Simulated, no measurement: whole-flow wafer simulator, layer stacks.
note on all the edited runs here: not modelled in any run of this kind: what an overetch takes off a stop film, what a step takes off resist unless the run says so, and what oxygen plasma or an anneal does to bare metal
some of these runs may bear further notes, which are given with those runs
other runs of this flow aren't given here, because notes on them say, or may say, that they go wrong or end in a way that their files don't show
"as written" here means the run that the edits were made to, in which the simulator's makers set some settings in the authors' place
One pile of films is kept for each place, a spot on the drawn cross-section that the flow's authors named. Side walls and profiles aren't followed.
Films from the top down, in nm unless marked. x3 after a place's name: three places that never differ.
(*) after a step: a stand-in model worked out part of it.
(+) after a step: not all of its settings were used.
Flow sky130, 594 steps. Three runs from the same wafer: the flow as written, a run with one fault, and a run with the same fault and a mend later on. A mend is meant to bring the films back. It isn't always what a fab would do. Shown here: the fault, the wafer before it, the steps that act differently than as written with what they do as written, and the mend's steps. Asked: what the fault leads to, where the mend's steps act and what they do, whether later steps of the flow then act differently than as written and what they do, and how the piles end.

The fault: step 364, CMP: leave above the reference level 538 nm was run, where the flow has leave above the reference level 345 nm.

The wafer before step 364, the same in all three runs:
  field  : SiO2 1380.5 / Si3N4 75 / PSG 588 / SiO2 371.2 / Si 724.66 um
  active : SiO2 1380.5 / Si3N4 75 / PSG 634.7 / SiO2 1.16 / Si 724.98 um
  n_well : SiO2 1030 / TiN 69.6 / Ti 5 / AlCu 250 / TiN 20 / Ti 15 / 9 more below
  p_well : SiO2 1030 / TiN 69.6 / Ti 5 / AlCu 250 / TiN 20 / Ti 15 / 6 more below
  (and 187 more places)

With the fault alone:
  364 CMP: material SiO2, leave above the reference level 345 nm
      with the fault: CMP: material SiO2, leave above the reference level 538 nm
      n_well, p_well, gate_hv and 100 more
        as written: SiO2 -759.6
        with the fault: SiO2 -566.6
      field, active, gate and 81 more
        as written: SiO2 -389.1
        with the fault: SiO2 -196.1
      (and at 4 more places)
  Later steps of the flow that act differently than as written (12 more steps differ only slightly, by at most 2% or 0.5 nm, whichever is larger, and aren't shown):
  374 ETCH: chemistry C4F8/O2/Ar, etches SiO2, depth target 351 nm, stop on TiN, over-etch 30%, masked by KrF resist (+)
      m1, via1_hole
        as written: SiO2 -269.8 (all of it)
        with the fault: SiO2 -351
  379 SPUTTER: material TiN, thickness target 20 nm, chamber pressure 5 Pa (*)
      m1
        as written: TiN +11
        with the fault: TiN +9.52 (new film)
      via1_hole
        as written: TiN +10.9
        with the fault: TiN +9.52 (new film)
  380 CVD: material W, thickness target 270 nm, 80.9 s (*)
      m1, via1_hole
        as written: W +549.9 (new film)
        with the fault: W +632.1 (new film)
  At the end the piles differ from the flow's by more than 2% or 0.5 nm, whichever is larger, at field, active, n_well and 190 more.
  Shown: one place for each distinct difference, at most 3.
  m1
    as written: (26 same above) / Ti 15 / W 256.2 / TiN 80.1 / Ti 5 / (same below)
    with the fault: (26 same above) / Ti 15 / W 338.4 / TiN 9.52 / SiO2 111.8 / TiN 69.6 / Ti 5 / (same below)
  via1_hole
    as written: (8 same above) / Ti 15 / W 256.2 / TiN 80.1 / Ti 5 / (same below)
    with the fault: (8 same above) / Ti 15 / W 338.4 / TiN 9.52 / SiO2 111.8 / TiN 69.6 / Ti 5 / (same below)
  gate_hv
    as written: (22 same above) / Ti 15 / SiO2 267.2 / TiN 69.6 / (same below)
    with the fault: (22 same above) / Ti 15 / SiO2 460.2 / TiN 69.6 / (same below)

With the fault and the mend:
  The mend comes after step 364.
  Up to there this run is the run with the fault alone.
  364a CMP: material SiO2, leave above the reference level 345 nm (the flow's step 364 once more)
      field, active, n_well and 188 more
        SiO2 -193
  No later step of the flow acts differently than as written at any place that is followed.
  At the end the piles are the same as the flow's at every place that both follow.
